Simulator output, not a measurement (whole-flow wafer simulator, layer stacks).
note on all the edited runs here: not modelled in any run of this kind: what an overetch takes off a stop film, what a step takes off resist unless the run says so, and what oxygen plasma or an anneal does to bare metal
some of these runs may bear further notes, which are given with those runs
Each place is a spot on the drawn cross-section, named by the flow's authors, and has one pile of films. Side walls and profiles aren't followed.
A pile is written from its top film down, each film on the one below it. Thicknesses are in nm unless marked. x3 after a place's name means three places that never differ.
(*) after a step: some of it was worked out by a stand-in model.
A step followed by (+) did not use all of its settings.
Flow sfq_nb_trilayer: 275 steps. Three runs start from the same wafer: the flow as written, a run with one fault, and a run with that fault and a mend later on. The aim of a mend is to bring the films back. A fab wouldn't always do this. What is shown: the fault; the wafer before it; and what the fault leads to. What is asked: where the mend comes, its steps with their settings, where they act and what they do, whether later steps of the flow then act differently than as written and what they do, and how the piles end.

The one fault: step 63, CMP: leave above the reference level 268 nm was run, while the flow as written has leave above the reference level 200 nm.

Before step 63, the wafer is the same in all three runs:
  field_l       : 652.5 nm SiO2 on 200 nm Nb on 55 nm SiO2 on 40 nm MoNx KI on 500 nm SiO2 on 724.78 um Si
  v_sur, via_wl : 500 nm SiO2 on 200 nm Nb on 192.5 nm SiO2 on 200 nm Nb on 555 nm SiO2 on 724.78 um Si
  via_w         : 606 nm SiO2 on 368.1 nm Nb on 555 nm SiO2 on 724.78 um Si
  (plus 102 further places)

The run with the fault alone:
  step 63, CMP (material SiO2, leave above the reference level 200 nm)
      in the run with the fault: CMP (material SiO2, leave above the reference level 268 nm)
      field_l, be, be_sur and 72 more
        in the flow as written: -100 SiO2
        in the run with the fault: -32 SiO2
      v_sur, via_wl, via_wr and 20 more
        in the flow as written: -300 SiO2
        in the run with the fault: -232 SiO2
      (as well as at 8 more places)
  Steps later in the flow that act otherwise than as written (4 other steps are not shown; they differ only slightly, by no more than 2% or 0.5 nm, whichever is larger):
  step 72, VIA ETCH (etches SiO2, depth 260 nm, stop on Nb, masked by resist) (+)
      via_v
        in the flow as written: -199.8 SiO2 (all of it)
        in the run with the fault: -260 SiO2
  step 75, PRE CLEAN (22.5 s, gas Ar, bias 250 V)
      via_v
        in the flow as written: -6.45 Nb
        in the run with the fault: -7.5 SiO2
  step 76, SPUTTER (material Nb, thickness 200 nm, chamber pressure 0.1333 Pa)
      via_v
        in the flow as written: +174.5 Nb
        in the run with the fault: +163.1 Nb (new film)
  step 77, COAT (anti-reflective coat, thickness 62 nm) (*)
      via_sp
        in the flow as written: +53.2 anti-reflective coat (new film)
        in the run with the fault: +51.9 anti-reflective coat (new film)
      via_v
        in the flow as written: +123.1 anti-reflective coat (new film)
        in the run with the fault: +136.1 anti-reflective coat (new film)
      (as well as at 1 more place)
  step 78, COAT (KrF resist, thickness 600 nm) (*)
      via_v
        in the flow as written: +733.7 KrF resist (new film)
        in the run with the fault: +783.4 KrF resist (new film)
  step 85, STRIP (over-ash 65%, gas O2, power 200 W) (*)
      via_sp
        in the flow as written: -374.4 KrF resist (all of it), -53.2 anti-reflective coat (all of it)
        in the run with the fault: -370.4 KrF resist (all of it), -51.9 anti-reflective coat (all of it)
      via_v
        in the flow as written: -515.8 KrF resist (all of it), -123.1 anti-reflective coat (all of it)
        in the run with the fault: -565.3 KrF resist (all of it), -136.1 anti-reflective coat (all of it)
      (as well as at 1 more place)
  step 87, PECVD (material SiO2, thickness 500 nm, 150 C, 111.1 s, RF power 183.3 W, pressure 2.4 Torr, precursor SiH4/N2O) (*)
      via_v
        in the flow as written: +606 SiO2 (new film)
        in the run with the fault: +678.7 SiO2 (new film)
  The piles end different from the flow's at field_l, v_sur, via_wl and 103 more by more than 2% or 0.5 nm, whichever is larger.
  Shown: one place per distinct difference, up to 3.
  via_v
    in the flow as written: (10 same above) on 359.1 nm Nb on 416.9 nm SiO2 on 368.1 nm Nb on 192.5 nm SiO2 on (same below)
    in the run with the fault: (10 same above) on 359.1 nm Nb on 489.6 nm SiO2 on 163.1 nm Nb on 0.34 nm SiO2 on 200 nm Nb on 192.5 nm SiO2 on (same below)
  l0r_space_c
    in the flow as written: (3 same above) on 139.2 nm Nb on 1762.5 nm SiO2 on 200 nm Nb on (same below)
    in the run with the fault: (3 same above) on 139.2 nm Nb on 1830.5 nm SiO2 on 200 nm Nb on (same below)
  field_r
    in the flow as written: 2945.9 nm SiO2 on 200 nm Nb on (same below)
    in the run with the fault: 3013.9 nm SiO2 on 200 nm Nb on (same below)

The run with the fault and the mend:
  The mend follows step 70.
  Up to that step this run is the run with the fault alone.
  step 70a, STRIP (over-ash 65%, gas O2, power 200 W) (*)
      field_l, v_sur, via_wl and 102 more
        -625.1 KrF resist (all of it), -62 anti-reflective coat (all of it)
      via_v
        -62 anti-reflective coat (all of it)
  step 70b, CMP (material SiO2, leave above the reference level 200 nm) (the flow's step 63, run once more)
      field_l, v_sur, via_wl and 103 more
        -68 SiO2
  step 70c, COAT (anti-reflective coat, thickness 62 nm) (the flow's step 65, run once more)
      field_l, v_sur, via_wl and 103 more
        +62 anti-reflective coat (new film)
  step 70d, COAT (KrF resist, thickness 650 nm) (the flow's step 66, run once more)
      field_l, v_sur, via_wl and 103 more
        +650 KrF resist (new film)
  step 70e, SOFTBAKE (KrF resist) (the flow's step 67, run once more)
      does not change any film at any place that is followed
  step 70f, EXPOSE (photomask I1, dose 11.91 mJ/cm2, NA 0.6, wavelength 248 nm) (*) (the flow's step 68, run once more)
      does not change any film at any place that is followed
  step 70g, PEB (KrF resist, 90 s) (the flow's step 69, run once more)
      field_l, v_sur, via_wl and 103 more
        -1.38 KrF resist
  step 70h, DEVELOP (KrF resist, thickness 650 nm, 60 s) (the flow's step 70, run once more)
      field_l, v_sur, via_wl and 102 more
        -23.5 KrF resist
      via_v
        -648.6 KrF resist (all of it)
  Later steps of the flow that are run all act as written at every place that is followed.
  By the end, the piles equal the flow's at every place that both follow.
